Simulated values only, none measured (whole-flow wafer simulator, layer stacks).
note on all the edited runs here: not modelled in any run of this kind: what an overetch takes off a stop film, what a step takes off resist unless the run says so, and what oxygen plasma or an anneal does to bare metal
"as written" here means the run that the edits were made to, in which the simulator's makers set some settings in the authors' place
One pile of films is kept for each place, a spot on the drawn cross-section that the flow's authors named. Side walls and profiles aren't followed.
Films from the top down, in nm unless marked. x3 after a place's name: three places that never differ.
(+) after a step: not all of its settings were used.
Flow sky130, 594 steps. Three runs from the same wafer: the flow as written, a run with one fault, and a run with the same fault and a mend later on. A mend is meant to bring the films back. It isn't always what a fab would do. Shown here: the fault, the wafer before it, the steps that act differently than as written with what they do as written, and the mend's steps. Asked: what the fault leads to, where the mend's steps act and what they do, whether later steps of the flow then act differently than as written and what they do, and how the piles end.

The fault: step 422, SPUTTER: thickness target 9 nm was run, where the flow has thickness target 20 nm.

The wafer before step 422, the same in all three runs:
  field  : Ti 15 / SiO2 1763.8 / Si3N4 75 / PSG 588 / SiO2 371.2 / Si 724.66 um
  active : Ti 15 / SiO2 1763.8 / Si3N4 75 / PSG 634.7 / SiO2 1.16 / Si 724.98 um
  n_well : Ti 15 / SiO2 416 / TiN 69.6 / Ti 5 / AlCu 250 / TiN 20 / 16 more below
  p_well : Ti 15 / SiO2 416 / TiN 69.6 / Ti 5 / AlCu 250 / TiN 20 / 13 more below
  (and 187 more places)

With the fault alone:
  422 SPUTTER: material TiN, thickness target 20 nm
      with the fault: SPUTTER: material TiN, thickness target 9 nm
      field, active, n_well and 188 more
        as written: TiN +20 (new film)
        with the fault: TiN +9 (new film)
  Later steps of the flow that act differently than as written (13 more steps differ only slightly, by at most 2% or 0.5 nm, whichever is larger, and aren't shown):
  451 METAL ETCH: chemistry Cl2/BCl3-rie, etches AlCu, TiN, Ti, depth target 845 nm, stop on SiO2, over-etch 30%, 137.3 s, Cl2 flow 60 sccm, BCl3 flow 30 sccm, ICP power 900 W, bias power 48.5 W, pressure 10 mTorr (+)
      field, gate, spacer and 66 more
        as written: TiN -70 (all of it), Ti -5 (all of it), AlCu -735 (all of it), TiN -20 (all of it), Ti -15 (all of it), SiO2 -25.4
        with the fault: TiN -70 (all of it), Ti -5 (all of it), AlCu -735 (all of it), TiN -9 (all of it), Ti -15 (all of it), SiO2 -26.5
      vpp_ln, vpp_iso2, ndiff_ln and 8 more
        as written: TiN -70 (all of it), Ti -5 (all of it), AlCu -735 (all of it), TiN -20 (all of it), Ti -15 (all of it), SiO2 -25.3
        with the fault: TiN -70 (all of it), Ti -5 (all of it), AlCu -735 (all of it), TiN -9 (all of it), Ti -15 (all of it), SiO2 -26.4
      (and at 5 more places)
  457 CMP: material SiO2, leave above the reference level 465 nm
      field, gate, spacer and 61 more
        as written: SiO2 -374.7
        with the fault: SiO2 -384.6
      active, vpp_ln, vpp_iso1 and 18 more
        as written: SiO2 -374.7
        with the fault: SiO2 -384.5
  At the end the piles differ from the flow's by more than 2% or 0.5 nm, whichever is larger, at n_well, p_well, gate_hv and 104 more.
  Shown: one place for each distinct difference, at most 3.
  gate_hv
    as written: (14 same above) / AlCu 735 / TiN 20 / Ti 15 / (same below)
    with the fault: (14 same above) / AlCu 735 / TiN 9 / Ti 15 / (same below)
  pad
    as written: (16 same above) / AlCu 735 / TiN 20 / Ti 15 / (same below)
    with the fault: (16 same above) / AlCu 735 / TiN 9 / Ti 15 / (same below)
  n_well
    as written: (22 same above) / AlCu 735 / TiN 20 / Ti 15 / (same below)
    with the fault: (22 same above) / AlCu 735 / TiN 9 / Ti 15 / (same below)

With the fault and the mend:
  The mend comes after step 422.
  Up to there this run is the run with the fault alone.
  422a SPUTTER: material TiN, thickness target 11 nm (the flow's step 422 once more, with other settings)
      field, active, n_well and 188 more
        TiN +11
  No later step of the flow acts differently than as written at any place that is followed.
  At the end the piles are the same as the flow's at every place that both follow.
